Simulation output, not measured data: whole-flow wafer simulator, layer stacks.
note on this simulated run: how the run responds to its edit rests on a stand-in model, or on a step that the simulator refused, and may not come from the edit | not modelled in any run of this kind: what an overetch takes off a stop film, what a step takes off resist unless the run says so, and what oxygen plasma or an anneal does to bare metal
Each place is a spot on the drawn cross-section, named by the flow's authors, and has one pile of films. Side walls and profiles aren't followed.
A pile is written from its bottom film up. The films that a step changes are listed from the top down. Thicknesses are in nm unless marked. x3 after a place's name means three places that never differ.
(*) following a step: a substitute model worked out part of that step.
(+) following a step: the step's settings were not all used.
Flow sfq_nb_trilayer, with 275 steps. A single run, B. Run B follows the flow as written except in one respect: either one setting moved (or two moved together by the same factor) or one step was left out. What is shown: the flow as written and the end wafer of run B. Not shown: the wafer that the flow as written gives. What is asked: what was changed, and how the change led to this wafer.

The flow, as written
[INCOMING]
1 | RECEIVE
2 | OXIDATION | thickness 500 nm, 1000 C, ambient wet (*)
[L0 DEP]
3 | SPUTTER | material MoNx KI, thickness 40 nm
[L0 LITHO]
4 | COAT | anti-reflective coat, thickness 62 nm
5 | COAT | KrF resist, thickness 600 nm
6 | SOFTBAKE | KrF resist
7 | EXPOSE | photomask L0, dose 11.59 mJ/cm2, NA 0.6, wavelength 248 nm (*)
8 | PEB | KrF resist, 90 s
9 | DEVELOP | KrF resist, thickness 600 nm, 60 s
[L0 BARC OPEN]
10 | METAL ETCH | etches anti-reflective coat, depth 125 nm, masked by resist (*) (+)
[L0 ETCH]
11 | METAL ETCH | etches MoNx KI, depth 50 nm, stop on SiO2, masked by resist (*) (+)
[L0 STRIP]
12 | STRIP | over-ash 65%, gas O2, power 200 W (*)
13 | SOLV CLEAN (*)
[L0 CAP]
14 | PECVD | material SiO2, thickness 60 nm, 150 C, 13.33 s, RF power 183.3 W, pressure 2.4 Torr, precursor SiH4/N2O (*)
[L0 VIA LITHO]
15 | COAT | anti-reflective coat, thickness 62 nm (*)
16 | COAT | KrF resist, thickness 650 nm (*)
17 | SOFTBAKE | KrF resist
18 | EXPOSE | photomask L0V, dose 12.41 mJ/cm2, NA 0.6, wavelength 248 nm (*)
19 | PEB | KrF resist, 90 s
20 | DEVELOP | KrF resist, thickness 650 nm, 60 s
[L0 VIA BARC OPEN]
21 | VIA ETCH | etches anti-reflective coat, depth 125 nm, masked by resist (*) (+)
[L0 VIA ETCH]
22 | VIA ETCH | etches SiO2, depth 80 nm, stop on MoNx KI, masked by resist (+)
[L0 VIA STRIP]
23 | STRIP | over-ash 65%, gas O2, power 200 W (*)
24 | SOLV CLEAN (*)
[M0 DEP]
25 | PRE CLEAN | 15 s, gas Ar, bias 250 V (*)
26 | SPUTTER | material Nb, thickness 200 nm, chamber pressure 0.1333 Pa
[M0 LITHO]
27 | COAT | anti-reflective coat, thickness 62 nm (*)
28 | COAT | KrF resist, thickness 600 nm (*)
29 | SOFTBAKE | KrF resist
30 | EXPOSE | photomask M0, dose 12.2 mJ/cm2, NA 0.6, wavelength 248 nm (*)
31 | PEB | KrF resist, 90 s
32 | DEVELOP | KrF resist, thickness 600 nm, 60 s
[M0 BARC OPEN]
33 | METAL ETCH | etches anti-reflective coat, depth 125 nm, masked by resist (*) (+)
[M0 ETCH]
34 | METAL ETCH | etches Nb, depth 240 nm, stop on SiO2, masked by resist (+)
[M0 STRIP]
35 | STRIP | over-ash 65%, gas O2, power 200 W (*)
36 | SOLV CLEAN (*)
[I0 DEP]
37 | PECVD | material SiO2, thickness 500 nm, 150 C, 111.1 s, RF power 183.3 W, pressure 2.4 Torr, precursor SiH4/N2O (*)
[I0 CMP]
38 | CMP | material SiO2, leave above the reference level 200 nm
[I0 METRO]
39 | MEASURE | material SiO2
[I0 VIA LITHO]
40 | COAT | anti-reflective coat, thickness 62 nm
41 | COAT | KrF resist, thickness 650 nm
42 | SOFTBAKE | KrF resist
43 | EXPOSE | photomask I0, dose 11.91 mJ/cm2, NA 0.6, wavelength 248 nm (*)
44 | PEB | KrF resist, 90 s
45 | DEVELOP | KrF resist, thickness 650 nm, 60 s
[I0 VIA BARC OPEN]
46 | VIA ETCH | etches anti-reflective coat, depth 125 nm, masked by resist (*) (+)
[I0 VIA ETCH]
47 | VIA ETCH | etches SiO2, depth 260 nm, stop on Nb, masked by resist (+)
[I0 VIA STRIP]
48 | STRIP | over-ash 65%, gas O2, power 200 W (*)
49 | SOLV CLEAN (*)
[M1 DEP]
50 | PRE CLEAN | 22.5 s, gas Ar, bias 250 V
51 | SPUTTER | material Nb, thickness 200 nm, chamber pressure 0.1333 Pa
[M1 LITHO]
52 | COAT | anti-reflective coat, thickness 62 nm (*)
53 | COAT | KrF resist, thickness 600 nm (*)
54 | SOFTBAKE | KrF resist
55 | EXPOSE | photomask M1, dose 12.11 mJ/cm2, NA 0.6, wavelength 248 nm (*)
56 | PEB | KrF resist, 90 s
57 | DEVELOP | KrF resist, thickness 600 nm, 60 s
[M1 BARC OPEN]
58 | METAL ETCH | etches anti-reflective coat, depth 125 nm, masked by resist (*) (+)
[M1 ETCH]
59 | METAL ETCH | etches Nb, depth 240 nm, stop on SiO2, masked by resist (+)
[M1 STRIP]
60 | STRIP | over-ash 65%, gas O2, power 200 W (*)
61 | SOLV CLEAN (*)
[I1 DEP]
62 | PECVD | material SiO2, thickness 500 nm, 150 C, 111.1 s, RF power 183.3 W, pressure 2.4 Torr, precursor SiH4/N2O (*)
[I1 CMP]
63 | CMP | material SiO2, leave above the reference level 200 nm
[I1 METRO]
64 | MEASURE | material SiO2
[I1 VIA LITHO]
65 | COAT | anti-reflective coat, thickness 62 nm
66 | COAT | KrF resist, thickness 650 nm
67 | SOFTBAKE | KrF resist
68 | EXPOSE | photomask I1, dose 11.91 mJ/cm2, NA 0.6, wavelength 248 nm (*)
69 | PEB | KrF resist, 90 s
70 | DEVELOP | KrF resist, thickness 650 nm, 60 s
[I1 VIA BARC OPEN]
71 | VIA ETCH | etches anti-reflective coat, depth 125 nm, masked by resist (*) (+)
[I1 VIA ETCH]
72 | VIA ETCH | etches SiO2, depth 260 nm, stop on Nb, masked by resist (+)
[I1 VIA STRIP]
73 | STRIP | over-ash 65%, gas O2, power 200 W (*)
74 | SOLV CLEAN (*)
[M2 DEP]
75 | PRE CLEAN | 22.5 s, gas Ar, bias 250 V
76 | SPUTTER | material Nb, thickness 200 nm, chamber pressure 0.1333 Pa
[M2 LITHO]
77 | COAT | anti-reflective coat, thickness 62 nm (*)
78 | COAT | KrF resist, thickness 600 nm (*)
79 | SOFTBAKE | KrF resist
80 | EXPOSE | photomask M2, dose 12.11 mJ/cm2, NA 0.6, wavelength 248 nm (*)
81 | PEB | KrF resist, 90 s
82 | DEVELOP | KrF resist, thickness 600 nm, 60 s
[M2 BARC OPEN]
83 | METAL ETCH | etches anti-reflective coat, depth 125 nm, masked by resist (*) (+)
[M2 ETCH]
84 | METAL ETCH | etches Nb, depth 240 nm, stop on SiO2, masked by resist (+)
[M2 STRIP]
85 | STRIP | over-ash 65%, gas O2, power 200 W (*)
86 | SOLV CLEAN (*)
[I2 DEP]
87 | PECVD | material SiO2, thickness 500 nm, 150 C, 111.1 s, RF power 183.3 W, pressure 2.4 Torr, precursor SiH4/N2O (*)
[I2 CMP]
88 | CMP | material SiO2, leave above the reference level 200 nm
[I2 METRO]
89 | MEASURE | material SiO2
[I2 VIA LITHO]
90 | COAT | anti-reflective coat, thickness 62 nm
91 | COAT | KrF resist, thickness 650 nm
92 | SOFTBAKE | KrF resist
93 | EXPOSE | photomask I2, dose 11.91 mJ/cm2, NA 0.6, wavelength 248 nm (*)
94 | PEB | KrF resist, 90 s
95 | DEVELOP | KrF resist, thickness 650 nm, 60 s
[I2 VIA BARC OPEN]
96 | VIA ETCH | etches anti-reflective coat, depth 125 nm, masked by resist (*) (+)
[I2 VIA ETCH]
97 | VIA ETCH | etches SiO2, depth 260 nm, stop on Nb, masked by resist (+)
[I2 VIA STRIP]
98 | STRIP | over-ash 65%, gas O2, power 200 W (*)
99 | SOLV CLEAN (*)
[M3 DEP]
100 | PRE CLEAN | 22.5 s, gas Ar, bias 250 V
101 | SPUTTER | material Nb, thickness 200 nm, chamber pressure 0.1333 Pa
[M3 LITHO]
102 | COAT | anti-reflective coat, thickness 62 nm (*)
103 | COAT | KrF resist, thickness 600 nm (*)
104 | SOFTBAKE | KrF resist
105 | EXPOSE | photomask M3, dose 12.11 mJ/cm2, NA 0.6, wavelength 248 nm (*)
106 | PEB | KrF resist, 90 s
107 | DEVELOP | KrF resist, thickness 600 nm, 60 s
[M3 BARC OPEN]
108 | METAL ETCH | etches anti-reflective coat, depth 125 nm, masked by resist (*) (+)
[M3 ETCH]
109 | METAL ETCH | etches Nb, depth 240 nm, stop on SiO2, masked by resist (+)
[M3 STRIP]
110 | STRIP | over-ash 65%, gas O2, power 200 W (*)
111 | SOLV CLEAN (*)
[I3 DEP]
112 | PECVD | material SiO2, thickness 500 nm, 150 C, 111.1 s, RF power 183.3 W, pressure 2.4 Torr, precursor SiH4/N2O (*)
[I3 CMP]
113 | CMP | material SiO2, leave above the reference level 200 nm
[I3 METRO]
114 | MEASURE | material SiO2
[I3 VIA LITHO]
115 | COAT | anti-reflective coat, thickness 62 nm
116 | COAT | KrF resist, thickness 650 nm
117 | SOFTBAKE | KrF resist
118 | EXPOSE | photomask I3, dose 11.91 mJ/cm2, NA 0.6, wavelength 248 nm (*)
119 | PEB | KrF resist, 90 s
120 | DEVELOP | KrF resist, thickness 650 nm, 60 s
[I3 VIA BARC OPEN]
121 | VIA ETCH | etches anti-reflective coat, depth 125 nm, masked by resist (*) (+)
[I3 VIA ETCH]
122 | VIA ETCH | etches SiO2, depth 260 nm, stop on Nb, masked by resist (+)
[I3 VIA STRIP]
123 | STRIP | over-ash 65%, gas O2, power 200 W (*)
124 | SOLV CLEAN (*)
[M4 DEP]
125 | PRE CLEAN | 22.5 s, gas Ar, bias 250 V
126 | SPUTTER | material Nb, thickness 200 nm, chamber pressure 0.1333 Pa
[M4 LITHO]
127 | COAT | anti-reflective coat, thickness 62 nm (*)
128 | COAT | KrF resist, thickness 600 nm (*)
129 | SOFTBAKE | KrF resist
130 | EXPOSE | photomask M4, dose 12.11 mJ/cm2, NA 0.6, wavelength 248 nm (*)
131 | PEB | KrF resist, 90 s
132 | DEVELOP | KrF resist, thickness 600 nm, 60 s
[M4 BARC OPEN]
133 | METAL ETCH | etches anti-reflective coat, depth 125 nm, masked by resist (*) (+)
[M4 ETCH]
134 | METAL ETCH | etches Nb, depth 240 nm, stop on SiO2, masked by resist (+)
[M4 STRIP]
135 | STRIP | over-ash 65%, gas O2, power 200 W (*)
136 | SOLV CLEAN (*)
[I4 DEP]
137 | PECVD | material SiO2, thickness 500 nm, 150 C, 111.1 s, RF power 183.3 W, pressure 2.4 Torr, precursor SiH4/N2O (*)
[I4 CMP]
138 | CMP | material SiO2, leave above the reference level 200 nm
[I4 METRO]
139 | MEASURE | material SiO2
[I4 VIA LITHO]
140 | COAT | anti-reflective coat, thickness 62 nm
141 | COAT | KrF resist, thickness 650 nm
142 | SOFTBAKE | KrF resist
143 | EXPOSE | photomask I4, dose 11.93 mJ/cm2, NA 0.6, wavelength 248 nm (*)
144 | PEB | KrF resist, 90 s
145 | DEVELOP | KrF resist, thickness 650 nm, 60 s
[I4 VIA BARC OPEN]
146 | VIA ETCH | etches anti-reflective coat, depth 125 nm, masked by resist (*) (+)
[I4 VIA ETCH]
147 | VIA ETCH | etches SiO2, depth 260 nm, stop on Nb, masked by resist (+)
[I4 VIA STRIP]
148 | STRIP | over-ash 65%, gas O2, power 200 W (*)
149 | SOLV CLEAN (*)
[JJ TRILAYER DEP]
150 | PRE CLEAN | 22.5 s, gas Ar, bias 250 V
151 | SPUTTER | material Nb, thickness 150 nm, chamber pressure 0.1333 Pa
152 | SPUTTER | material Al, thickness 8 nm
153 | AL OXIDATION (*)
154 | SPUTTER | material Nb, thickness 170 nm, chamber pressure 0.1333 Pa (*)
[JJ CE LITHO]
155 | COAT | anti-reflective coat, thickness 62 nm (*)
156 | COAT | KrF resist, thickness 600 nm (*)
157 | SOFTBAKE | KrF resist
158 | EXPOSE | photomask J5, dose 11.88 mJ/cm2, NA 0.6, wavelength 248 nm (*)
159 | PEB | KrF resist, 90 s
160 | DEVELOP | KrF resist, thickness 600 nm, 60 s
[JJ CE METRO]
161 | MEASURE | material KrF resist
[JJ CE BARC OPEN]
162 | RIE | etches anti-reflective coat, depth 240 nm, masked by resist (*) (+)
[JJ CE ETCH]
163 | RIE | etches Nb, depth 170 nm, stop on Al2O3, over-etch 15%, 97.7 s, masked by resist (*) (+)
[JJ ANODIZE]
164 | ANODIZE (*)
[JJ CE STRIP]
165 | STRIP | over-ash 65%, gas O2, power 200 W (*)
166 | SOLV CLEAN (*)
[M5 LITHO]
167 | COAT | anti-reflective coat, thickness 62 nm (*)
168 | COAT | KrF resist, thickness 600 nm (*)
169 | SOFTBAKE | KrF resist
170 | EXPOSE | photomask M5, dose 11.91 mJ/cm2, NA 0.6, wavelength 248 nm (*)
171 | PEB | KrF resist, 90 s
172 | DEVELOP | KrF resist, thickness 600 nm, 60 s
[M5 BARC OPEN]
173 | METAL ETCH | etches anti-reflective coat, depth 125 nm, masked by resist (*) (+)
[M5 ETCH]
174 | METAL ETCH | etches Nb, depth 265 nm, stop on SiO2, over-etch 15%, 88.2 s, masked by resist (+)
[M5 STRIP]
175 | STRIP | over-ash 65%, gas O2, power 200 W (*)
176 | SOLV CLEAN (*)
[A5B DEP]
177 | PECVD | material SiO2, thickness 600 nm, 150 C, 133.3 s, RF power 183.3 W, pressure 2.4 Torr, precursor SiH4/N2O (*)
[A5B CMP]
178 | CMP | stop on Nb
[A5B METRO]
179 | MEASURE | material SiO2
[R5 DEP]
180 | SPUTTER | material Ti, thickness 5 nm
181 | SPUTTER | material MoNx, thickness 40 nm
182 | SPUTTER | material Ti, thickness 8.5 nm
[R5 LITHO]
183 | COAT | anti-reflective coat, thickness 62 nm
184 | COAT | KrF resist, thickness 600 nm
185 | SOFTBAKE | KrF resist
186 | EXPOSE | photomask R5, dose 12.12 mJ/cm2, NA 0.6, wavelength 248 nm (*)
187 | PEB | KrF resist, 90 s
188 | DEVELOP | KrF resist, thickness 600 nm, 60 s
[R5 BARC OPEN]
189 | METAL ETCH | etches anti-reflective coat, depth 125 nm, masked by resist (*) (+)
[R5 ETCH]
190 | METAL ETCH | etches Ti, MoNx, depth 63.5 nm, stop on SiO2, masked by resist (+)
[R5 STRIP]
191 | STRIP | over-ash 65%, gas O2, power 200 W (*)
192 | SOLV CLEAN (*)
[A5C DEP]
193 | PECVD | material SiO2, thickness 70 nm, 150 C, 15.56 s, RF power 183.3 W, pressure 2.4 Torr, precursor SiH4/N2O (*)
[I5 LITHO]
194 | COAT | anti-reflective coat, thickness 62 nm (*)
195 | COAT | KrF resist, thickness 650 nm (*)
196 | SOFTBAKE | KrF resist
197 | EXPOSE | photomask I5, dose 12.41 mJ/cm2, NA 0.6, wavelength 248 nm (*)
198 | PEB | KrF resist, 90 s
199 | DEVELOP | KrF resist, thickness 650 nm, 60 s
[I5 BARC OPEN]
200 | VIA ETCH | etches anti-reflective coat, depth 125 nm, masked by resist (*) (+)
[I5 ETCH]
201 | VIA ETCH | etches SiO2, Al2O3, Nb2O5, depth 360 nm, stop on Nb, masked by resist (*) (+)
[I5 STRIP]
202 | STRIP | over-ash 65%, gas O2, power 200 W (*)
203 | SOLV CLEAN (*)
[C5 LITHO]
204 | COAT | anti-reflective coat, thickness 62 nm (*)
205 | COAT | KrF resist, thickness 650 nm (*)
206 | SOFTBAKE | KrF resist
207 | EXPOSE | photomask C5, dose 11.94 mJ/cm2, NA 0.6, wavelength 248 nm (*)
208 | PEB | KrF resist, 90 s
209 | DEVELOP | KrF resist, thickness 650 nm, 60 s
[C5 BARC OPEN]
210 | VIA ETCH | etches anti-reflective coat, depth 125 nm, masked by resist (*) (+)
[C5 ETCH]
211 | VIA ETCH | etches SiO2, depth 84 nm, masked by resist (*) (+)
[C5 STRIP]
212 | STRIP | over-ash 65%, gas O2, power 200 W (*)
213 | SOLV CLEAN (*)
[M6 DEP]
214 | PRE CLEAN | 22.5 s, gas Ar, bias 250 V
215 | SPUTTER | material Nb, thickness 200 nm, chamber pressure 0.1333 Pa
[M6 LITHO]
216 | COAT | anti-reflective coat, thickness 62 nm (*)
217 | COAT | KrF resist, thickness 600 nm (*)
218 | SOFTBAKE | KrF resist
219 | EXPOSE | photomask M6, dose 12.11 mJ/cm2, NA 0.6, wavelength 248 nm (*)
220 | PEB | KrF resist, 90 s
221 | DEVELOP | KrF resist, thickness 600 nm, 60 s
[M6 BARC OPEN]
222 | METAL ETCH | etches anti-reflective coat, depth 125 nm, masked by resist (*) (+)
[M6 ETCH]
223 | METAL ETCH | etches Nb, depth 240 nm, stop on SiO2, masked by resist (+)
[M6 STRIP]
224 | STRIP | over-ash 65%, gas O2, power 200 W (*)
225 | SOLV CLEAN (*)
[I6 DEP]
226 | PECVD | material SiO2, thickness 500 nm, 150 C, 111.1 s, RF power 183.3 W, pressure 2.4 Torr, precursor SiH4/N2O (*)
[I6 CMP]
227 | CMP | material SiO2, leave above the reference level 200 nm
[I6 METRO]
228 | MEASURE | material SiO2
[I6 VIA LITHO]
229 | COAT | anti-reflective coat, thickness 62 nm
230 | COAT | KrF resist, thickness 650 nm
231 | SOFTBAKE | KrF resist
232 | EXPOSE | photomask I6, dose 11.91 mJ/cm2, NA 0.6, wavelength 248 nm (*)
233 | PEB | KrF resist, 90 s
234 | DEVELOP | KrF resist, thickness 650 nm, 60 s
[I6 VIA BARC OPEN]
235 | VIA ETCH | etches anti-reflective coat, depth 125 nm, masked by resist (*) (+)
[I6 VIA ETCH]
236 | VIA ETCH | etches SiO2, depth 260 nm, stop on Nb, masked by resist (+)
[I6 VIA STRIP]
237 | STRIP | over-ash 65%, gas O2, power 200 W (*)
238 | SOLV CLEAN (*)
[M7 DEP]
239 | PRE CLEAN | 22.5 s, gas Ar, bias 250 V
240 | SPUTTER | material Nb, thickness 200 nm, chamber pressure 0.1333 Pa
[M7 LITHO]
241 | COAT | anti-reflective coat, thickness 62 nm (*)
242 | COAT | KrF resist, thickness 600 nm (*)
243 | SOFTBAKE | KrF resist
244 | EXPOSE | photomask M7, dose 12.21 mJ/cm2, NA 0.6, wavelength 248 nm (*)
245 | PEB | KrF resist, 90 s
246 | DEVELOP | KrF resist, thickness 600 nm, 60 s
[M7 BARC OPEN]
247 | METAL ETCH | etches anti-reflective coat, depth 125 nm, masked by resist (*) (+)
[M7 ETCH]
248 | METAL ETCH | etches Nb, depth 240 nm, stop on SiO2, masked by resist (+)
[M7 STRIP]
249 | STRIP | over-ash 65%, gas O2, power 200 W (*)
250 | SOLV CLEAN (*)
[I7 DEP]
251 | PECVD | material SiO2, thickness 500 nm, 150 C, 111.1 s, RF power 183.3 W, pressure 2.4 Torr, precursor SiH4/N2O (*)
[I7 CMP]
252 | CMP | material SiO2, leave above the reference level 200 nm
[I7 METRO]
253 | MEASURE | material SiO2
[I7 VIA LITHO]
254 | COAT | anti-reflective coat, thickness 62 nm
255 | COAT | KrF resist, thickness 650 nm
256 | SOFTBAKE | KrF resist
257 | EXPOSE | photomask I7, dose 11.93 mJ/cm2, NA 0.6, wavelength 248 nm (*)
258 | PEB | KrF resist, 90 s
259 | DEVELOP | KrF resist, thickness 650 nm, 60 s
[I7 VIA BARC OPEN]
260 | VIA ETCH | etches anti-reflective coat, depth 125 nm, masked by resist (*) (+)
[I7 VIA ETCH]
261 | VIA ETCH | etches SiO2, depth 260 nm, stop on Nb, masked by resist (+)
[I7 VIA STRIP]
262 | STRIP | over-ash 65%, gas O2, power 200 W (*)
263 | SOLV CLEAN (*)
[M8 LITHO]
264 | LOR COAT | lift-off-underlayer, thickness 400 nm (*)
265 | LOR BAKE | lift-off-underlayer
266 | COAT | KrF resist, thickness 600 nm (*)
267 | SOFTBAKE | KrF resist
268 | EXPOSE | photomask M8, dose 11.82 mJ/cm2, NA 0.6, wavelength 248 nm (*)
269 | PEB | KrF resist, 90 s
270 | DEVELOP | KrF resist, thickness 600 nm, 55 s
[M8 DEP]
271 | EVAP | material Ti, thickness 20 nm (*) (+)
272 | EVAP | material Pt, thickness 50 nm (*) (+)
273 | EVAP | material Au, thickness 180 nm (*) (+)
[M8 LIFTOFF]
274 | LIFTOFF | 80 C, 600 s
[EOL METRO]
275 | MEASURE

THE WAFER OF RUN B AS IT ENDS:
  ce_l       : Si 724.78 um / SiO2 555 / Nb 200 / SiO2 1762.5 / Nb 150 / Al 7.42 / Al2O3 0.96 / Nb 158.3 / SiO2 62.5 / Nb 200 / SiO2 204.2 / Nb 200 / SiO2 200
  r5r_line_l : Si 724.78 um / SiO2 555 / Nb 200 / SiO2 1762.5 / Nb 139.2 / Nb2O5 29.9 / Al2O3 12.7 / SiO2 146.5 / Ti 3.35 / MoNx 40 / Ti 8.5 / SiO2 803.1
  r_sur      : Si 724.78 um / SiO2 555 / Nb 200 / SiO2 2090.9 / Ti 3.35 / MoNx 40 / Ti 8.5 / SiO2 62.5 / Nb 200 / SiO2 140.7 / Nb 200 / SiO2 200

What caused this: step 180, SPUTTER: thickness 3.35 nm was run, while the flow as written has thickness 5 nm.
The wafer itself shows it: r5r_line_l has Ti 3.35, and step 180 as written asks for 5 nm.

The path from the change to this, step by step:
  180 | SPUTTER | material Ti, thickness 5 nm
      field_l, v_sur, via_wl and 103 more: Ti gains 3.35 (new film) (in the flow as written it would be: Ti gains 5 (new film))
  190 | METAL ETCH | etches Ti, MoNx, depth 63.5 nm, stop on SiO2, masked by resist (+)
      field_l, v_sur, via_wl and 92 more: Ti loses 8.5 (all of it), MoNx loses 40 (all of it), Ti loses 3.35 (all of it) (in the flow as written it would be: Ti loses 8.5 (all of it), MoNx loses 40 (all of it), Ti loses 5 (all of it))
      ce_l, c5j, ce_r, wl_jj: Ti loses 8.5 (all of it), MoNx loses 40 (all of it), Ti loses 3.35 (all of it), Nb loses 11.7 (in the flow as written it would be: Ti loses 8.5 (all of it), MoNx loses 40 (all of it), Ti loses 5 (all of it), Nb loses 10)
